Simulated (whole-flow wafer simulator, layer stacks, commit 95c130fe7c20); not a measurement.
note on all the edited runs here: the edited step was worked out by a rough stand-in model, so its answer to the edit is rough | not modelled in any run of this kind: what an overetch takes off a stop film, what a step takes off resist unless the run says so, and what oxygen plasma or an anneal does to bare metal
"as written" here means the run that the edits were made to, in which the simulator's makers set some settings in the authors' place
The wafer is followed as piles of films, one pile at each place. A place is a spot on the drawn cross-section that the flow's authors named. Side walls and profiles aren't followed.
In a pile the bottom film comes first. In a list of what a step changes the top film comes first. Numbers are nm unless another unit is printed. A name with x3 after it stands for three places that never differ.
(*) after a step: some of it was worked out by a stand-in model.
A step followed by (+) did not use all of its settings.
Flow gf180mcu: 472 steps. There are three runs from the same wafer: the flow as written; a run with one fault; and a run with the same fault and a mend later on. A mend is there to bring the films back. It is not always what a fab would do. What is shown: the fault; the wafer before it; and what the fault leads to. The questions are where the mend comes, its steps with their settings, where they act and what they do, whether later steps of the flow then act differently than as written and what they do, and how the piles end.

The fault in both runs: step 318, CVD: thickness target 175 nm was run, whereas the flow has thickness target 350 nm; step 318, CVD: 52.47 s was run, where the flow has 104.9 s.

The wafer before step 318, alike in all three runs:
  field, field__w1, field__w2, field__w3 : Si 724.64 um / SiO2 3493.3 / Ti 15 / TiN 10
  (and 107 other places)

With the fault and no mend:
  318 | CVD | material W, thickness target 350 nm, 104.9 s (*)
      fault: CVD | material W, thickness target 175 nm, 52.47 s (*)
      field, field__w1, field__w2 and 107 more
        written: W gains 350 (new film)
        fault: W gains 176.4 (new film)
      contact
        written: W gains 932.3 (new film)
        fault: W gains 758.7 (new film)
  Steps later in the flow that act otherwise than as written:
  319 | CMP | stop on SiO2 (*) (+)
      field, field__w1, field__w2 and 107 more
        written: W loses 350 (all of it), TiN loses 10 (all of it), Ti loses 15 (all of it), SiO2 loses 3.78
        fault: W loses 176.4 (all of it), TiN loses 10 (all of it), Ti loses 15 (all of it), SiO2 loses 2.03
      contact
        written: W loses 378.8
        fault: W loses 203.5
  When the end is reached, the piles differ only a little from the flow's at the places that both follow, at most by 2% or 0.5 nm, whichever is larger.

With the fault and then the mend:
  The mend stands after step 318.
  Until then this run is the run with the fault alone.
  318a | CVD | material W, thickness target 175 nm, 52.47 s (the flow's step 318, run once more with other settings)
      field, field__w1, field__w2 and 108 more
        W gains 176.5
  None of the later steps of the flow differs from how it acts as written, at any place that is followed, by more than 2% or 0.5 nm, whichever is larger.
  When the end is reached, the piles differ only a little from the flow's at the places that both follow, at most by 2% or 0.5 nm, whichever is larger.
